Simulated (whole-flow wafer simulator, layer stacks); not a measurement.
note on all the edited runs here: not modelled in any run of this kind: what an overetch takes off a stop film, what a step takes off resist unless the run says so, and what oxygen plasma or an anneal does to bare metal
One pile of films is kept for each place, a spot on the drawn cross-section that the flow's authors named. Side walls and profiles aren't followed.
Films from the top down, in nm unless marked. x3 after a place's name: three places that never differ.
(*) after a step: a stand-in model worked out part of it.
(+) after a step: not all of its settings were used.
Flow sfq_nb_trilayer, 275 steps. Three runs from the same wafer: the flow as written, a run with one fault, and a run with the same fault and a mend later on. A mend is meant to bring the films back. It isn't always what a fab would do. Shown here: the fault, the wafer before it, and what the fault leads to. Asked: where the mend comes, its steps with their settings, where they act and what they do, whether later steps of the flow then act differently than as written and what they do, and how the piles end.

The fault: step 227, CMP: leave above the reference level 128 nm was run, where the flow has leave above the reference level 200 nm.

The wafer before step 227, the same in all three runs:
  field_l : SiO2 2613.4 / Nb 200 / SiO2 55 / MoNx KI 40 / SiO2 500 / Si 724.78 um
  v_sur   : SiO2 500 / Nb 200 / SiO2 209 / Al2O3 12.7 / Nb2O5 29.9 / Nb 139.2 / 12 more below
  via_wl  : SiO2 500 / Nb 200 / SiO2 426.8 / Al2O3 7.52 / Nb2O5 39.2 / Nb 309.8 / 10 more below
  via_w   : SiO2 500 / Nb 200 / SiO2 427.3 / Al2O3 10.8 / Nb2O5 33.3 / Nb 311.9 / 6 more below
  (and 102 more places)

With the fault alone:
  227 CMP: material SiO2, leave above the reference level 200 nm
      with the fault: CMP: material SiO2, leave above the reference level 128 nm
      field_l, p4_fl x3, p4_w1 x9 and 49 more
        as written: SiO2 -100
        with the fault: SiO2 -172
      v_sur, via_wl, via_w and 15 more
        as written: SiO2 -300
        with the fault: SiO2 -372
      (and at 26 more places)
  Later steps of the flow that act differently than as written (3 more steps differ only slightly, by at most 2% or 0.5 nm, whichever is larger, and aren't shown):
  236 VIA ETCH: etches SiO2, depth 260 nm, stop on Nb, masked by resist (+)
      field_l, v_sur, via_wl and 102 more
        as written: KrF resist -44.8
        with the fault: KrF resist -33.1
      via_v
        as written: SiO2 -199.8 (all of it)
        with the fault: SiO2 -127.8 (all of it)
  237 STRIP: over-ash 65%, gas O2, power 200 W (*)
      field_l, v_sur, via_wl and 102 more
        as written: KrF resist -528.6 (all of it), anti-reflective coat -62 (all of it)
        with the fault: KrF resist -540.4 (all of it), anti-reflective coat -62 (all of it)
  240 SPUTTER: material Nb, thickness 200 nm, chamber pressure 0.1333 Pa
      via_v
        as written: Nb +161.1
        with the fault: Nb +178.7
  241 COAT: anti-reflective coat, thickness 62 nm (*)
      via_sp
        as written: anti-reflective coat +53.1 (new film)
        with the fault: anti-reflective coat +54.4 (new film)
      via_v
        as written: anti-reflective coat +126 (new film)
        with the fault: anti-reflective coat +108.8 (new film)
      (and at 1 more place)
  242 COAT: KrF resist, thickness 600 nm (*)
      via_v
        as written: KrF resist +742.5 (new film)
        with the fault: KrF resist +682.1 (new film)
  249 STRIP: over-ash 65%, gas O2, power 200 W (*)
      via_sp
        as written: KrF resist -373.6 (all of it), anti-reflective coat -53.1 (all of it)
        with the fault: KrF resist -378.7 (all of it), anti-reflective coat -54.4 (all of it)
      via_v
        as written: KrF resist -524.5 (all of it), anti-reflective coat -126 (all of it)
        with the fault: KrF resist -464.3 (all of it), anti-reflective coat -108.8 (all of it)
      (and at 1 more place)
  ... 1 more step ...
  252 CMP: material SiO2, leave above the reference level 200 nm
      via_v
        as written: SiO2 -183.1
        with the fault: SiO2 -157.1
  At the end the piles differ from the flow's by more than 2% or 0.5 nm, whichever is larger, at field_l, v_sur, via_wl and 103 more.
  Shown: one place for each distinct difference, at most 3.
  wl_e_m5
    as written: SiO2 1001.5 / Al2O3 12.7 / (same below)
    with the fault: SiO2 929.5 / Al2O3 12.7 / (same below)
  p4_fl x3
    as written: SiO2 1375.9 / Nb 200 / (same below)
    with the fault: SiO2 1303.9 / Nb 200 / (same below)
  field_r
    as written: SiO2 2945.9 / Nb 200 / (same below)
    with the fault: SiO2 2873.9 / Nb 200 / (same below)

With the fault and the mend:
  The mend comes after step 228.
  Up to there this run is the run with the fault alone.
  228a PECVD: material SiO2, thickness 72 nm, 150 C, 16 s, RF power 183.3 W, pressure 2.4 Torr, precursor SiH4/N2O (the flow's step 226 once more, with other settings)
      field_l, v_sur, via_wl and 103 more
        SiO2 +72
  No later step of the flow acts differently than as written at any place that is followed.
  At the end the piles are the same as the flow's at every place that both follow.
